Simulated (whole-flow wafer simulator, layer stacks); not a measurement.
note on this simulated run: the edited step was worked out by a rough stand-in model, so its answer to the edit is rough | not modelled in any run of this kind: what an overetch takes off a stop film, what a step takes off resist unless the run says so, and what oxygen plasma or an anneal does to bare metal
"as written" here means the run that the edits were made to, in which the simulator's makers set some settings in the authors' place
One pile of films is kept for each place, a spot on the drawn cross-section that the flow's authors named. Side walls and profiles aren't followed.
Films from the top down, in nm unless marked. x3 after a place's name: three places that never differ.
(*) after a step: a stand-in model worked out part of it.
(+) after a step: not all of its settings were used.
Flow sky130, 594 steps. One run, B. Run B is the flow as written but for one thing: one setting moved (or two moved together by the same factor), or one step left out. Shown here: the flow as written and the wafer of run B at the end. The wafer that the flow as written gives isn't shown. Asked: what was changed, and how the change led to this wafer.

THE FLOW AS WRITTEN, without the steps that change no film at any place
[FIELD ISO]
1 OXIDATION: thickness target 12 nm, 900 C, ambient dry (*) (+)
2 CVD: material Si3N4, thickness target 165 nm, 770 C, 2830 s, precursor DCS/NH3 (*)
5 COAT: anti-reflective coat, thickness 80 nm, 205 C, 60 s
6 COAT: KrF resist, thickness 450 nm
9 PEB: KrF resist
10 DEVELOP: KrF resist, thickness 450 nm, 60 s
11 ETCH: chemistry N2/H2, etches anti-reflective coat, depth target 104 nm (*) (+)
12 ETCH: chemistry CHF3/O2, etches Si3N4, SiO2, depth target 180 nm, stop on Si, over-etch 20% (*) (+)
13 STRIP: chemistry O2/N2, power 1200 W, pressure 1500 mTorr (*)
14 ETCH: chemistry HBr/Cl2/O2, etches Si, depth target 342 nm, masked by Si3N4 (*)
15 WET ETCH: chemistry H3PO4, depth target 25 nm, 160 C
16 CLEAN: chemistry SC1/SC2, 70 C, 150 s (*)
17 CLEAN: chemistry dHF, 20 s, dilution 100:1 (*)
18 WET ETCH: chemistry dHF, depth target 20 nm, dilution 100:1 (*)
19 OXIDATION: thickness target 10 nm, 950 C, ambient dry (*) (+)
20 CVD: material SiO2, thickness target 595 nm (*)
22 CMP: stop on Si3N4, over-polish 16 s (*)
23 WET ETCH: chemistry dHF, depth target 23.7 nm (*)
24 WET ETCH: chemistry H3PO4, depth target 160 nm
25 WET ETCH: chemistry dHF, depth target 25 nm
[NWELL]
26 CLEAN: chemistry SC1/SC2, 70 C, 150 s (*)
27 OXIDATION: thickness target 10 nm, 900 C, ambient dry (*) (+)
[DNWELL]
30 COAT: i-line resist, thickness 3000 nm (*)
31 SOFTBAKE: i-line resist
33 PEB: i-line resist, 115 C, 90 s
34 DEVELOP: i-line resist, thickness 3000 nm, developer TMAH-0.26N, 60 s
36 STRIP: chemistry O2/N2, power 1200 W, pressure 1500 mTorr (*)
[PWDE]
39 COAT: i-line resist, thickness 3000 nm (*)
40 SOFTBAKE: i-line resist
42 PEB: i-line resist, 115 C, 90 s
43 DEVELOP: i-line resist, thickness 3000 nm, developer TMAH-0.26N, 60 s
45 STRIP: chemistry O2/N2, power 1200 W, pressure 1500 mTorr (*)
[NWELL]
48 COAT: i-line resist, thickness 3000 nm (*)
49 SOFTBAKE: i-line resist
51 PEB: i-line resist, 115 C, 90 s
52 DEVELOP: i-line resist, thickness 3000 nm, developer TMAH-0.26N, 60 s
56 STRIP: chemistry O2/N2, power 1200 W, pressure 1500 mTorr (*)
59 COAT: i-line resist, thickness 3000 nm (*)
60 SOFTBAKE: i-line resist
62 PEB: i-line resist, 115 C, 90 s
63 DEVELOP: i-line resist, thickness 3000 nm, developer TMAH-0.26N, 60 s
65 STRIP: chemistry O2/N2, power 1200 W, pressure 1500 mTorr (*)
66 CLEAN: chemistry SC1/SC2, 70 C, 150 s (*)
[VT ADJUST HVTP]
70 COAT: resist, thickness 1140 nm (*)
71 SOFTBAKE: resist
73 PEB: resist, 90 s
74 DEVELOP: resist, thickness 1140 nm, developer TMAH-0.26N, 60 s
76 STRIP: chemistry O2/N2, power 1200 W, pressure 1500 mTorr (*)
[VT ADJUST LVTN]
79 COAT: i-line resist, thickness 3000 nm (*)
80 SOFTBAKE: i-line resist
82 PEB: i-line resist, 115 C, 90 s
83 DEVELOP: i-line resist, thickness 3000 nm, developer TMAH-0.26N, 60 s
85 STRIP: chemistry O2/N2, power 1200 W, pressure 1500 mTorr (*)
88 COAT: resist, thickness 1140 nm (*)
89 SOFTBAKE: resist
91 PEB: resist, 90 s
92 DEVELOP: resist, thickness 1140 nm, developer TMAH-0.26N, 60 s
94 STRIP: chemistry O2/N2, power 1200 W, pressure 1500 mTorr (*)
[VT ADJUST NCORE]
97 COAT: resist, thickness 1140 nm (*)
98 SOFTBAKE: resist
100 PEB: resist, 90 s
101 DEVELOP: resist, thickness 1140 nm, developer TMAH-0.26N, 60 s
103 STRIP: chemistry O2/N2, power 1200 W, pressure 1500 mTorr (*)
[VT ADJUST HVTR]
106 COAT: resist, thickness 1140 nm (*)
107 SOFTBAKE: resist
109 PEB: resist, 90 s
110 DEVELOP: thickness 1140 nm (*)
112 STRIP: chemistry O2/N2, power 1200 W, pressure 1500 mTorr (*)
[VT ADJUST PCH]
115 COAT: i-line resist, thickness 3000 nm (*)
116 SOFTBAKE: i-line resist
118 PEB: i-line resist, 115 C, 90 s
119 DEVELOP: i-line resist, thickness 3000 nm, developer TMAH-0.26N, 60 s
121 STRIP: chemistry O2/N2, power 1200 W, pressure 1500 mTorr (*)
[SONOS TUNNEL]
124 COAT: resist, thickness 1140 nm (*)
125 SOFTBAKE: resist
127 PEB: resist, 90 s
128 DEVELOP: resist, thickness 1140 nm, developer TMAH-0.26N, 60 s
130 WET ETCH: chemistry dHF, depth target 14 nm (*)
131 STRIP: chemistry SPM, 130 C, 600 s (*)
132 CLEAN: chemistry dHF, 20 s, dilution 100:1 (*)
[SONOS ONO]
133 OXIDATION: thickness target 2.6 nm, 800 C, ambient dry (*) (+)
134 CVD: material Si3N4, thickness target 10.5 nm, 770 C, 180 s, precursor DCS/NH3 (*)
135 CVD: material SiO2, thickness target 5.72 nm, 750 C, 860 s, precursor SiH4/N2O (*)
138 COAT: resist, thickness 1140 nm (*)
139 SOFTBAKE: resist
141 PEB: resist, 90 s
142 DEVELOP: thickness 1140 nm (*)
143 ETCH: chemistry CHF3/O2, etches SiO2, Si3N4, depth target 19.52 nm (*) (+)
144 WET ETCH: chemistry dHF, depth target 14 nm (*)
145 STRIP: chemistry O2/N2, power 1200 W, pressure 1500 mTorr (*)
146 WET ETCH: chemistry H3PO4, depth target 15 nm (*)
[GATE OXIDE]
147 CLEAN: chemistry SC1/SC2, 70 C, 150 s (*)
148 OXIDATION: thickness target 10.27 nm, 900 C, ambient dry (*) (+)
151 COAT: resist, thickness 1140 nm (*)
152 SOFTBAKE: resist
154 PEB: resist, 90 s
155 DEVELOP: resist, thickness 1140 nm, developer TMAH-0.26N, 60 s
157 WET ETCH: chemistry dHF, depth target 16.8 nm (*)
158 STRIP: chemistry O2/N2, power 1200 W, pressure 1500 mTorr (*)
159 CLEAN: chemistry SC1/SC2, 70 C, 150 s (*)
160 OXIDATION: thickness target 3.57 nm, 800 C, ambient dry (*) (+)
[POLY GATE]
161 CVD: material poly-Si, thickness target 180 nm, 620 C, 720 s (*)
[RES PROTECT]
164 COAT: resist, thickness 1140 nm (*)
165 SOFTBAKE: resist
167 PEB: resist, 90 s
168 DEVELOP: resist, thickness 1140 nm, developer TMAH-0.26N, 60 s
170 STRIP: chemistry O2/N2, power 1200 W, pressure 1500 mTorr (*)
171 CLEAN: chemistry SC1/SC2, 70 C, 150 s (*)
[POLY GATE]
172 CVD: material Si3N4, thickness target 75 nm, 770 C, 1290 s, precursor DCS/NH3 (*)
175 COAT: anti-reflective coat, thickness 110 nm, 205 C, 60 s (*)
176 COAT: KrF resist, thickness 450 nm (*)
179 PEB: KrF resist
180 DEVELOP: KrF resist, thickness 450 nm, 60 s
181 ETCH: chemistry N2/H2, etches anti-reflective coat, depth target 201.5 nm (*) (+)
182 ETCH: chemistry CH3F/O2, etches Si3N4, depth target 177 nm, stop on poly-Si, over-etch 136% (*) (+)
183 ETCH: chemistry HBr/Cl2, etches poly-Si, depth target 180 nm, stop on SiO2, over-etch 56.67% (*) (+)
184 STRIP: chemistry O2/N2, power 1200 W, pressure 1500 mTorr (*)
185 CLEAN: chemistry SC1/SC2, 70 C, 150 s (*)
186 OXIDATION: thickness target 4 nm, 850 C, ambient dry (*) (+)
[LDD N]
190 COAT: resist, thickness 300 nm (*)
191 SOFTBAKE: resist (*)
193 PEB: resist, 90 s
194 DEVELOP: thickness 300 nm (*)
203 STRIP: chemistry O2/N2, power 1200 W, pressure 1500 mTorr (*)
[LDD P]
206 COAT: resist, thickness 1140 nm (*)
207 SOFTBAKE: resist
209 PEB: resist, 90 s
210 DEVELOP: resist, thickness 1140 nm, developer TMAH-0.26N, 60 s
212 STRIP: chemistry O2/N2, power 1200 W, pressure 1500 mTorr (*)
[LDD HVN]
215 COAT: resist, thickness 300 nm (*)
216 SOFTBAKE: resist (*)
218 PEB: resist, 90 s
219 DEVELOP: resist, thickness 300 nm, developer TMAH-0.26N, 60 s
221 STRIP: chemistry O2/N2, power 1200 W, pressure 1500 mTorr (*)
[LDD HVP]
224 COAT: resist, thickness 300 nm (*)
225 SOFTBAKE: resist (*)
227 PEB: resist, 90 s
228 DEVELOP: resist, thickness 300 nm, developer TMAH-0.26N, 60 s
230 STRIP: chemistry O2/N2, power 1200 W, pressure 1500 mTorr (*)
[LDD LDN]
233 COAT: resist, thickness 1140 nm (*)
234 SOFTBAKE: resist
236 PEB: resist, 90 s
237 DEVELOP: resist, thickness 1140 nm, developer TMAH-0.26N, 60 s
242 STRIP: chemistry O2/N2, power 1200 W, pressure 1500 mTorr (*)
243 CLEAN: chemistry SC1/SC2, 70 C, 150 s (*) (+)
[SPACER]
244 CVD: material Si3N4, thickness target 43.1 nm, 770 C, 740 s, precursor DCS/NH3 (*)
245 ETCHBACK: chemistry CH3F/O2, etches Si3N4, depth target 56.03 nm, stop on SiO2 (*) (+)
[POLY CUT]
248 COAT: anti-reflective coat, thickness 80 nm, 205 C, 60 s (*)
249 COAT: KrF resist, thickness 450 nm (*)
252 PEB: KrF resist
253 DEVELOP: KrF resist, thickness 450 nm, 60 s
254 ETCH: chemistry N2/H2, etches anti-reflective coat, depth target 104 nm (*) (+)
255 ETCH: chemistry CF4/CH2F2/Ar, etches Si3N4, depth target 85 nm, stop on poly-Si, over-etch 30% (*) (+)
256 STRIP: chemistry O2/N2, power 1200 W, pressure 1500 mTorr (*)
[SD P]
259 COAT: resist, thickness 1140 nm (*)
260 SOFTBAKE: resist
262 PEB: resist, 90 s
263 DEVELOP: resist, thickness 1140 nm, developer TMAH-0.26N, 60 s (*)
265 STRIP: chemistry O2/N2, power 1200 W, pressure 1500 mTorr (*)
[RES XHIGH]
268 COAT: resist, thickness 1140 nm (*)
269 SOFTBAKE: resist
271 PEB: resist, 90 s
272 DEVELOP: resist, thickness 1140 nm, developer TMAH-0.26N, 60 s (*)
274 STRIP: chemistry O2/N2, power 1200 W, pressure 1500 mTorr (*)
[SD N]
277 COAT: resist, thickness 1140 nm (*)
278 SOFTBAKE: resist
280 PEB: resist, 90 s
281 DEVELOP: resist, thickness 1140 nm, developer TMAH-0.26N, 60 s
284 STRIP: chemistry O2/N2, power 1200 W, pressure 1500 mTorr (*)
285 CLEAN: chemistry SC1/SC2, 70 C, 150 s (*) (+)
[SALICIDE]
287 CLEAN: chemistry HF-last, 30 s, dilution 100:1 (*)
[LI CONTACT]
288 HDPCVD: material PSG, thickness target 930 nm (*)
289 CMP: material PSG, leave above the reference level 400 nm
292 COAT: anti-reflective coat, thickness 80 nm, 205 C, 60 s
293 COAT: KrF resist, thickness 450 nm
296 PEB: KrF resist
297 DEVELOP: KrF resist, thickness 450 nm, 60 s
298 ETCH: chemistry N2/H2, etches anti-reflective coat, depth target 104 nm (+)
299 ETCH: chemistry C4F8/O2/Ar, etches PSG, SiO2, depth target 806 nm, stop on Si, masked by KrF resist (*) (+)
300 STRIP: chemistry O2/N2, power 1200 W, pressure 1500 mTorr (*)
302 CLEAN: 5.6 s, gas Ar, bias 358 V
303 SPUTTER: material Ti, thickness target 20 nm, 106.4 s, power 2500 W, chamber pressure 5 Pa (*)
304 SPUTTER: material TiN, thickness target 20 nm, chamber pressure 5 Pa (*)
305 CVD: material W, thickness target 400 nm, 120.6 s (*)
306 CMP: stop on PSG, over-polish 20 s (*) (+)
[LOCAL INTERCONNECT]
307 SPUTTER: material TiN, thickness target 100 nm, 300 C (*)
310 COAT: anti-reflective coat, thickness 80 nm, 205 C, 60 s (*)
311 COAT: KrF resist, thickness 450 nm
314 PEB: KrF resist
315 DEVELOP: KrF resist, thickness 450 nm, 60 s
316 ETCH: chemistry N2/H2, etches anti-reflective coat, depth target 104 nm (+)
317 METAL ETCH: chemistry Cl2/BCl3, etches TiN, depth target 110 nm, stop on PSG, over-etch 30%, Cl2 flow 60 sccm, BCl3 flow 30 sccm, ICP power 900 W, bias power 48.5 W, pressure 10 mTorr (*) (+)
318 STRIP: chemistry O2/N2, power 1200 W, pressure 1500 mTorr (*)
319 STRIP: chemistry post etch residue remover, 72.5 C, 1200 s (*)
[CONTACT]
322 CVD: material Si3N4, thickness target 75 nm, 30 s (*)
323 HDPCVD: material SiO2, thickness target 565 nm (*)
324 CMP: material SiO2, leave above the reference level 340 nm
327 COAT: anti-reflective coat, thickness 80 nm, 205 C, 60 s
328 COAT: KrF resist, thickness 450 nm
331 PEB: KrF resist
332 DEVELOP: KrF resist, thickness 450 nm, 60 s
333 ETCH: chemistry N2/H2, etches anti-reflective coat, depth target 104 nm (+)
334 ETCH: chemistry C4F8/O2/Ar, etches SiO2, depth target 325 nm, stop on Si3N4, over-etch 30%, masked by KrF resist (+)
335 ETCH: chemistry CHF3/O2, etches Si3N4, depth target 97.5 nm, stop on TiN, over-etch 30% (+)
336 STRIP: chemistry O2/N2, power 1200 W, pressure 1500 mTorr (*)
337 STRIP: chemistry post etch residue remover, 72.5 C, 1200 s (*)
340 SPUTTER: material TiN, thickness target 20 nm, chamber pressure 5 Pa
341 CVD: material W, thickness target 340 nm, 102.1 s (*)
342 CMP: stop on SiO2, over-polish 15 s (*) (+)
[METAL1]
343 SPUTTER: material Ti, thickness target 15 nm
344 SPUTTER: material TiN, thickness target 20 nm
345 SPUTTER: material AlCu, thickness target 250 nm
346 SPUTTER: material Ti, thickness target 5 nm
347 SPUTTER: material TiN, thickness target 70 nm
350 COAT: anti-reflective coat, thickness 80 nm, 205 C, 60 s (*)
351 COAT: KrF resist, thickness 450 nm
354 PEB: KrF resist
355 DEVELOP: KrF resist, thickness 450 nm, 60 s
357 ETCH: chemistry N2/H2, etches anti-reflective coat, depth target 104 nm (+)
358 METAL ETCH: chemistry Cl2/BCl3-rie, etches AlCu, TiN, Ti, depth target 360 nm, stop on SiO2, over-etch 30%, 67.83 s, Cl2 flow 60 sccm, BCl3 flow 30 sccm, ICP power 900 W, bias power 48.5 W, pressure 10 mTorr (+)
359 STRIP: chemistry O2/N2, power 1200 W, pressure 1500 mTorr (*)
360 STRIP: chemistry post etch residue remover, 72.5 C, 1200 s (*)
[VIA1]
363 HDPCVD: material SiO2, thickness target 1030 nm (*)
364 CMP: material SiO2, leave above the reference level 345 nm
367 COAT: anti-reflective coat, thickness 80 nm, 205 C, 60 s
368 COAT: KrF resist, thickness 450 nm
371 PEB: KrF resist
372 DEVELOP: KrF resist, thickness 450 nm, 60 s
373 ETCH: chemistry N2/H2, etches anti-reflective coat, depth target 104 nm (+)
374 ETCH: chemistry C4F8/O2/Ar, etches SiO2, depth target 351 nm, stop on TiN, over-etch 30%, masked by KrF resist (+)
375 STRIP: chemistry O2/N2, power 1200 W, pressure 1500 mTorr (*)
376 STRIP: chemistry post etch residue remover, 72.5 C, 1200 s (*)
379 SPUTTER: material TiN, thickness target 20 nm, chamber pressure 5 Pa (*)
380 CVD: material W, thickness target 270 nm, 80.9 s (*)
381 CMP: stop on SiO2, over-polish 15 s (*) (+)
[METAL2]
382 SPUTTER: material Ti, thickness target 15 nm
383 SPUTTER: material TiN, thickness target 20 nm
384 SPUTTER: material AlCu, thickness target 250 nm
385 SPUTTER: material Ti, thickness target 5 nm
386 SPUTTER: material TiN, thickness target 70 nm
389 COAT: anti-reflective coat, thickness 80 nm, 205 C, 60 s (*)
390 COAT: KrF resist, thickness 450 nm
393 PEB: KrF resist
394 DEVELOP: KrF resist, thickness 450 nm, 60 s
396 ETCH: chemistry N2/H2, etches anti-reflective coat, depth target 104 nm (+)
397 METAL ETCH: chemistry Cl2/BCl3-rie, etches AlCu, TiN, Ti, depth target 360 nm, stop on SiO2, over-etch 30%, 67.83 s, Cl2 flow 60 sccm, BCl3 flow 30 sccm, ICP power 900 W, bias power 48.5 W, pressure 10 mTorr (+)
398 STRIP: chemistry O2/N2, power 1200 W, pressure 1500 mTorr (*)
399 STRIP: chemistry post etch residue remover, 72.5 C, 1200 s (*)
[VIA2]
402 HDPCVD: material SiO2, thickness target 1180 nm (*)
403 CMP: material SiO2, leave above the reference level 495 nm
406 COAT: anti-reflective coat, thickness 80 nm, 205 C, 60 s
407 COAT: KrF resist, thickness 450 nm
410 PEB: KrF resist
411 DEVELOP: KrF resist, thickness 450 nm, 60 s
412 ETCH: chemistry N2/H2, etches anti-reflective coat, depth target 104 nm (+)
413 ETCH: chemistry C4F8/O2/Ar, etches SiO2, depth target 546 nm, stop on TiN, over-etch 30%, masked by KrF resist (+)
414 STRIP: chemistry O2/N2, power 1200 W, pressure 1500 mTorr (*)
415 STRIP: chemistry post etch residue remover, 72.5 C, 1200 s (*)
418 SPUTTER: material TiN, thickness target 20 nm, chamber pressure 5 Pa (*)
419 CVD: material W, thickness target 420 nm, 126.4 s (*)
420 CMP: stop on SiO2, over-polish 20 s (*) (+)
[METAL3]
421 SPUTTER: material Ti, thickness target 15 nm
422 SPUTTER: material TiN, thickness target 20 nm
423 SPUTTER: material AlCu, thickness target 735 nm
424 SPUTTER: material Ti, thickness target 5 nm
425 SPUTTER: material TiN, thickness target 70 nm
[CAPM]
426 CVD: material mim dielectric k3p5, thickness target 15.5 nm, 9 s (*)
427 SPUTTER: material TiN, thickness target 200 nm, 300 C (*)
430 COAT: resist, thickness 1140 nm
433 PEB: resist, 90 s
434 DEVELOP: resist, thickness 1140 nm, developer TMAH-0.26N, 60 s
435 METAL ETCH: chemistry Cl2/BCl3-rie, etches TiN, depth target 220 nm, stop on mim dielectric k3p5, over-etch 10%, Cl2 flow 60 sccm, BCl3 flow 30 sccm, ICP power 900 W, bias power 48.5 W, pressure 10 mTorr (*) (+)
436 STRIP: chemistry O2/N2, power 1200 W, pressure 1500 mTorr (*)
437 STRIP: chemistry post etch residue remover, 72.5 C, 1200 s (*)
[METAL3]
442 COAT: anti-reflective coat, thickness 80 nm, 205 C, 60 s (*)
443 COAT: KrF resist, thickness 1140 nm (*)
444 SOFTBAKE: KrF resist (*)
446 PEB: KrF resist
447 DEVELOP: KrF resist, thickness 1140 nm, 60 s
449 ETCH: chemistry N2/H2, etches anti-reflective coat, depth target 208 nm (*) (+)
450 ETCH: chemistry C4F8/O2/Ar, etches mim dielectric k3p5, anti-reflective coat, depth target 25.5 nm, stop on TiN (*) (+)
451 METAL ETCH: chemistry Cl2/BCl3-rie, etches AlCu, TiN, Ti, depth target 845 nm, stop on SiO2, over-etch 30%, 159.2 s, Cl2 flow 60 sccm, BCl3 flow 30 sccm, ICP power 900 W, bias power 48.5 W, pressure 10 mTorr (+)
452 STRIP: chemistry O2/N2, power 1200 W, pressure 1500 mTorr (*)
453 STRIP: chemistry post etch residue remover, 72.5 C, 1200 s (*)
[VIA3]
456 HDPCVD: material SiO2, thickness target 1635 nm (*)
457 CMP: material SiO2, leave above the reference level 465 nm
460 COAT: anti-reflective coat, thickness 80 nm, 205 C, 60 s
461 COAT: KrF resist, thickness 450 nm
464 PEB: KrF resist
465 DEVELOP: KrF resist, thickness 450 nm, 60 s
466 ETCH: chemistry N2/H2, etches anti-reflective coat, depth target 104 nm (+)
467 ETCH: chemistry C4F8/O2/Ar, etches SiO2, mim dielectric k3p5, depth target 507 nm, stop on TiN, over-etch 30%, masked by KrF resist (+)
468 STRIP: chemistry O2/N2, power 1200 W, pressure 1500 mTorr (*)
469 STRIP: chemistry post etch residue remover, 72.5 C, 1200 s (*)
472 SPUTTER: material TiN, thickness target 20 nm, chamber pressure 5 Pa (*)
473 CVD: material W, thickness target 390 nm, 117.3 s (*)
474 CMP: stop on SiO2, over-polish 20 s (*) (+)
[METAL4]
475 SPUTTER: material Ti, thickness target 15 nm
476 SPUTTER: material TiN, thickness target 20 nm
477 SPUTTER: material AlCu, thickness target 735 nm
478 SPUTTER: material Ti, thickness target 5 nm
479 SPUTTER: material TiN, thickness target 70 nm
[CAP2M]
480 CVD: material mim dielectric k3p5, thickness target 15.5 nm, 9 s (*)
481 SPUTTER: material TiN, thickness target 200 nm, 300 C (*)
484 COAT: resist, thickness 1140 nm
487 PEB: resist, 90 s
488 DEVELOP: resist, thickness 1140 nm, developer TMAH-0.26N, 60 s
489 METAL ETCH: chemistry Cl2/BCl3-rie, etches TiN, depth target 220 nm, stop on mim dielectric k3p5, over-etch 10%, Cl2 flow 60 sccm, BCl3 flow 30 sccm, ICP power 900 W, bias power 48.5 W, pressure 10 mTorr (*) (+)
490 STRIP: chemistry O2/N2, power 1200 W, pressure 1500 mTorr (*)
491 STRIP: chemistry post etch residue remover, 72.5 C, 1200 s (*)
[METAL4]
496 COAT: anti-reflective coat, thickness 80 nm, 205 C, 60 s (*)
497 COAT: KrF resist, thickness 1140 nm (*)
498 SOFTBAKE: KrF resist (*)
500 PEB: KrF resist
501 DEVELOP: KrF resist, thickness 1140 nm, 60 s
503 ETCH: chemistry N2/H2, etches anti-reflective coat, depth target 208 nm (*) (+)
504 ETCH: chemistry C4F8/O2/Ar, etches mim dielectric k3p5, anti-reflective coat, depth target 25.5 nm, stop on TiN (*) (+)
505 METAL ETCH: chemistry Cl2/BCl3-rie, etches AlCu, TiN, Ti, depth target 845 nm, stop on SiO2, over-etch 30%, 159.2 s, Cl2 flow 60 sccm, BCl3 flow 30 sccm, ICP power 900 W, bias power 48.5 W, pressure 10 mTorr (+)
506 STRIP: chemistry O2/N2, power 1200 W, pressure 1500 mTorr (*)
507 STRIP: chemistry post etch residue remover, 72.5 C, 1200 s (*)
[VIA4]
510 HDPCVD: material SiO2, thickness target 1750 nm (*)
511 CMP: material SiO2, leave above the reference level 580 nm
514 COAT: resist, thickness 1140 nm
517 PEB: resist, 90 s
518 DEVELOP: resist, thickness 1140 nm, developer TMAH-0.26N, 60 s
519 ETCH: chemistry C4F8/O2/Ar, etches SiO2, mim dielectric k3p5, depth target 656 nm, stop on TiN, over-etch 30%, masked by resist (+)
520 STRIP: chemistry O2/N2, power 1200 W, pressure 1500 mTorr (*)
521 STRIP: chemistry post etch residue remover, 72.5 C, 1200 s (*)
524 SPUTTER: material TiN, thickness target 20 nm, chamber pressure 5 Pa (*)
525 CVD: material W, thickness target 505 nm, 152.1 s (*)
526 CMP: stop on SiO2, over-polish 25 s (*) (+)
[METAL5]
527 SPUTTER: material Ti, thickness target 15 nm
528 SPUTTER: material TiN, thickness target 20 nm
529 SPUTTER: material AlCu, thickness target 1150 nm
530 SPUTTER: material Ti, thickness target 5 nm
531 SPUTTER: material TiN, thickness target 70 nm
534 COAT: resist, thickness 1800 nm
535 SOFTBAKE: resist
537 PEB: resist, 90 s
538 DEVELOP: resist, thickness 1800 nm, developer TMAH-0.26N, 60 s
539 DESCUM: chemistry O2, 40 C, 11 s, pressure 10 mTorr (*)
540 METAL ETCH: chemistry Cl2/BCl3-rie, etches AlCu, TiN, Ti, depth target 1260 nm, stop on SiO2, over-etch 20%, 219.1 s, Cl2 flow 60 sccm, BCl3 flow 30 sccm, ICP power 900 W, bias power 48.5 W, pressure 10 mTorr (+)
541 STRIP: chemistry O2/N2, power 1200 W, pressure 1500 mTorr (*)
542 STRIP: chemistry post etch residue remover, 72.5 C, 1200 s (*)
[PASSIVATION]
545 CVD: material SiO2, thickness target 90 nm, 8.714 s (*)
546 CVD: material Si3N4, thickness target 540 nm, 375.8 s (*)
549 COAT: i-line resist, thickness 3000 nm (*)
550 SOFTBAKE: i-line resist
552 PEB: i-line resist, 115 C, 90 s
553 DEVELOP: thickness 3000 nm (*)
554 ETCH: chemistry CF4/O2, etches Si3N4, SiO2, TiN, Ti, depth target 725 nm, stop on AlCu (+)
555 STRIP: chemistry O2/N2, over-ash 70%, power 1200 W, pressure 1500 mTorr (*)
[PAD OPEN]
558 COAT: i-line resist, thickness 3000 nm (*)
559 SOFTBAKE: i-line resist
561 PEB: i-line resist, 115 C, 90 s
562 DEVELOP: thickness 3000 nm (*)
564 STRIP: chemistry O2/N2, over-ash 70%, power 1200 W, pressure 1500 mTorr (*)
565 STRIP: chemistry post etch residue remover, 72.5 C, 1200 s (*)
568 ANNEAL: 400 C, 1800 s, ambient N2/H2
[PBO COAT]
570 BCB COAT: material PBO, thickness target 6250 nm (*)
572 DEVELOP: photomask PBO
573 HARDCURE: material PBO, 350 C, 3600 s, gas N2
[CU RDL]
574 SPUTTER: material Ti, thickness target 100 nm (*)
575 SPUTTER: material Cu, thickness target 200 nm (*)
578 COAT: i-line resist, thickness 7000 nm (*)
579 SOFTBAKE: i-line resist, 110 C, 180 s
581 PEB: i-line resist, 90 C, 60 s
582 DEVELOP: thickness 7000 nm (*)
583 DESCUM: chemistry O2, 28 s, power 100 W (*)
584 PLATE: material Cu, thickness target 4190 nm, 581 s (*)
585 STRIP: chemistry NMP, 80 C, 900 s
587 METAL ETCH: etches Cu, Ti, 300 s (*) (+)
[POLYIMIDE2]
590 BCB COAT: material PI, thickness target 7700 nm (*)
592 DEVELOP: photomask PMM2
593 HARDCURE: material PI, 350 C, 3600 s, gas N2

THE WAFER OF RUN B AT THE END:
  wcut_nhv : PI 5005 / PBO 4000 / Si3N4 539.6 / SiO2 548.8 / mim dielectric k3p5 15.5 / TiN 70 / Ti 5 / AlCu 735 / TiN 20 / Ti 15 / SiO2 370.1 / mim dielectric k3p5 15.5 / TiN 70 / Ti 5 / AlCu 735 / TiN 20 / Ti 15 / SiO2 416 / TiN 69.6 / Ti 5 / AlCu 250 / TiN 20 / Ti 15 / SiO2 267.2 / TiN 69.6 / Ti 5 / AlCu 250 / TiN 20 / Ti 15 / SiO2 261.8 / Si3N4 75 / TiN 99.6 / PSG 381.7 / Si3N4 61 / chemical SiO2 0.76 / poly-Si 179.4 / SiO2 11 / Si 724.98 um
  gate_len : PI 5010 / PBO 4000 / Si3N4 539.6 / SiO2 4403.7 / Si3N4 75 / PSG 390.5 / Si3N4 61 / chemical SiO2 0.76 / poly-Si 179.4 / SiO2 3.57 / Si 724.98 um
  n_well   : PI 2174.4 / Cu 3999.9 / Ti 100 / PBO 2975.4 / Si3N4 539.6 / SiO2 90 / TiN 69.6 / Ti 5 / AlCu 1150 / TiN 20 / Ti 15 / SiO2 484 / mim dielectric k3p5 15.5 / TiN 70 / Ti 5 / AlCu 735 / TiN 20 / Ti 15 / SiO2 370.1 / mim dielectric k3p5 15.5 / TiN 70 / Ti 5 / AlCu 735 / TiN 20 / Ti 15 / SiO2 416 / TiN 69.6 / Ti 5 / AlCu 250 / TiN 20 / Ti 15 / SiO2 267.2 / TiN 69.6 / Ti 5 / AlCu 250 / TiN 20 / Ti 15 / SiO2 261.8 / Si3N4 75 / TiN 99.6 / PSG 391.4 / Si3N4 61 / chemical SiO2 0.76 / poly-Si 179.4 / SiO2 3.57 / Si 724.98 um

The cause: step 570, BCB COAT: thickness target 5000 nm was run, where the flow has thickness target 6250 nm.

How the change led to this, step by step:
  570 BCB COAT: material PBO, thickness target 6250 nm (*)
      dice_street, vpp_sp, vpp_ln and 71 more: PBO +5000 (new film) (as written it would be: PBO +6250 (new film))
      gate_lvt_sd, active_lvt, spacer_lvt, gate_p_hvt_sd, active_p_hvt, spacer_p_hvt: PBO +5007.5 (new film) (as written it would be: PBO +6257.1 (new film))
      (and at 113 more places)
  572 DEVELOP: photomask PBO
      pad: PBO -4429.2 (all of it) (as written it would be: PBO -5678.7 (all of it))
  573 HARDCURE: material PBO, 350 C, 3600 s, gas N2
      dice_street, vpp_sp, vpp_ln and 71 more: PBO -1000 (as written it would be: PBO -1250)
      vpp_tail, gate_hv_sd, active_hv5, spacer_hv5, gate_p_g5v0_sd, active_p_g5v0, spacer_p_g5v0, field_nw_hv: PBO -1001.4 (as written it would be: PBO -1251.4)
      (and at 110 more places)
  578 COAT: i-line resist, thickness 7000 nm (*)
      pad: i-line resist +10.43 um (new film) (as written it would be: i-line resist +11.43 um (new film))
  579 SOFTBAKE: i-line resist, 110 C, 180 s
      varactor_hvt: i-line resist +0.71 (as written it would be: i-line resist -0.5)
      gate_lvt: i-line resist +1.28 (as written it would be: i-line resist -0.25)
      (and at 77 more places)
  582 DEVELOP: thickness 7000 nm (*)
      pad: i-line resist -10.43 um (all of it) (as written it would be: i-line resist -11.43 um (all of it))
  590 BCB COAT: material PI, thickness target 7700 nm (*)
      pad: PI +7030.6 (new film) (as written it would be: PI +8030.8 (new film))
  592 DEVELOP: photomask PMM2
      pad: PI -7030.6 (all of it) (as written it would be: PI -8030.8 (all of it))
